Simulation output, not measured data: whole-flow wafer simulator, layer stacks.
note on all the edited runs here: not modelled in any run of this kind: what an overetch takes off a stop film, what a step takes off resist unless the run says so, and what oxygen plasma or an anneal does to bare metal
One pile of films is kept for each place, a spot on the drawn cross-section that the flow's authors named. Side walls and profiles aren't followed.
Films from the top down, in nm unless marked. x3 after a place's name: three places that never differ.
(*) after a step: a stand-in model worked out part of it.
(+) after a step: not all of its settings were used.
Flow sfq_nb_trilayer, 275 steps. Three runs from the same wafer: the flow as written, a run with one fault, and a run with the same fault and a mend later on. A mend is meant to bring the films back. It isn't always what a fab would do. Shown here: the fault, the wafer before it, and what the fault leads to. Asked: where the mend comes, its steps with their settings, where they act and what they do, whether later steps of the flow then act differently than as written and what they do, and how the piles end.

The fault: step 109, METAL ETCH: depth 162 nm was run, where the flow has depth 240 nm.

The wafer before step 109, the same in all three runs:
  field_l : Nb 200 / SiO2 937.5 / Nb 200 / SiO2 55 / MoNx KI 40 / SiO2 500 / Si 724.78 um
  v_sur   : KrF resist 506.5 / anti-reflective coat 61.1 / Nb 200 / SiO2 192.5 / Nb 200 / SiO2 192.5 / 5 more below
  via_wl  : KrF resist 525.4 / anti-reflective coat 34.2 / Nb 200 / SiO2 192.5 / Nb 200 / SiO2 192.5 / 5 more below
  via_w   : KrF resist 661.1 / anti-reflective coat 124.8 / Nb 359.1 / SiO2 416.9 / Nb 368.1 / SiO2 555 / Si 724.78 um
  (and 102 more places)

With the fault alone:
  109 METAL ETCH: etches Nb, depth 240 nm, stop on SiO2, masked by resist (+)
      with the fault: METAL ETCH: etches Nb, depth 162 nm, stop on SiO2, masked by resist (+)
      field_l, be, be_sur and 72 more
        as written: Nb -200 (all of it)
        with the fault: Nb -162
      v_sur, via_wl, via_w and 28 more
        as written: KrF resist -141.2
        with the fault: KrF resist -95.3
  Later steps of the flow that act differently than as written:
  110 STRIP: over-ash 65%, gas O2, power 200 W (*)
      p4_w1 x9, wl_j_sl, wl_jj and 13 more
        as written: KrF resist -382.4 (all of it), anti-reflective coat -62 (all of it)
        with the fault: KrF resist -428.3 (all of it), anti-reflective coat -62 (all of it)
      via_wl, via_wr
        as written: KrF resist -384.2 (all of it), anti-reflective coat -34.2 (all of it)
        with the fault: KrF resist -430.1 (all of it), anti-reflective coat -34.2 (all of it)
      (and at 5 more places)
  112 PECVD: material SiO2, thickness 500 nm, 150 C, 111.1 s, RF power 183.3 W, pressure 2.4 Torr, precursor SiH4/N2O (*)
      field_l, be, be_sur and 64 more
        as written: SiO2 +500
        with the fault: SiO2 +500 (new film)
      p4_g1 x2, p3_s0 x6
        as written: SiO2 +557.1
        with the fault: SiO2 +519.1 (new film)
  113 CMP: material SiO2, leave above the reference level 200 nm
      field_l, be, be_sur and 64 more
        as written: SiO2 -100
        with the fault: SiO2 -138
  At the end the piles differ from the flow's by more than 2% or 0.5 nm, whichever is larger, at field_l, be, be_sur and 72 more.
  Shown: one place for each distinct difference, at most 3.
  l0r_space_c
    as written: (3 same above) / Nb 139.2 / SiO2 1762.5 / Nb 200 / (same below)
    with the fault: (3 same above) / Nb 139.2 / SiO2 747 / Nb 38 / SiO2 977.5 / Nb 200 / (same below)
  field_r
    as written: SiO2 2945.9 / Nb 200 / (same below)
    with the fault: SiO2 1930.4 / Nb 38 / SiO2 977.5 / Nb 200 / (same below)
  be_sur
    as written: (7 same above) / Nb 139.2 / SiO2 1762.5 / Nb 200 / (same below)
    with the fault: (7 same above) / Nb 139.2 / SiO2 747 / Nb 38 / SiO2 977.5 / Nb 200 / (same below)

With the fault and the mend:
  The mend comes after step 109.
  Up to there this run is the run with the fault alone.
  109a METAL ETCH: etches Nb, depth 78 nm, stop on SiO2, masked by resist (+) (the flow's step 109 once more, with other settings)
      field_l, be, be_sur and 72 more
        Nb -38 (all of it)
      v_sur, via_wl, via_w and 28 more
        KrF resist -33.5
  Later steps of the flow that act differently than as written:
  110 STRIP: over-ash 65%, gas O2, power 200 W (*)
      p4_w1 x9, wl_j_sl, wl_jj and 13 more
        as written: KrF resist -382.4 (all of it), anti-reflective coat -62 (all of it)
        with the mend: KrF resist -394.7 (all of it), anti-reflective coat -62 (all of it)
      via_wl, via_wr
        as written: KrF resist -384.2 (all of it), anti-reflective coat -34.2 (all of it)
        with the mend: KrF resist -396.6 (all of it), anti-reflective coat -34.2 (all of it)
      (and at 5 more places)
  At the end the piles are the same as the flow's at every place that both follow.
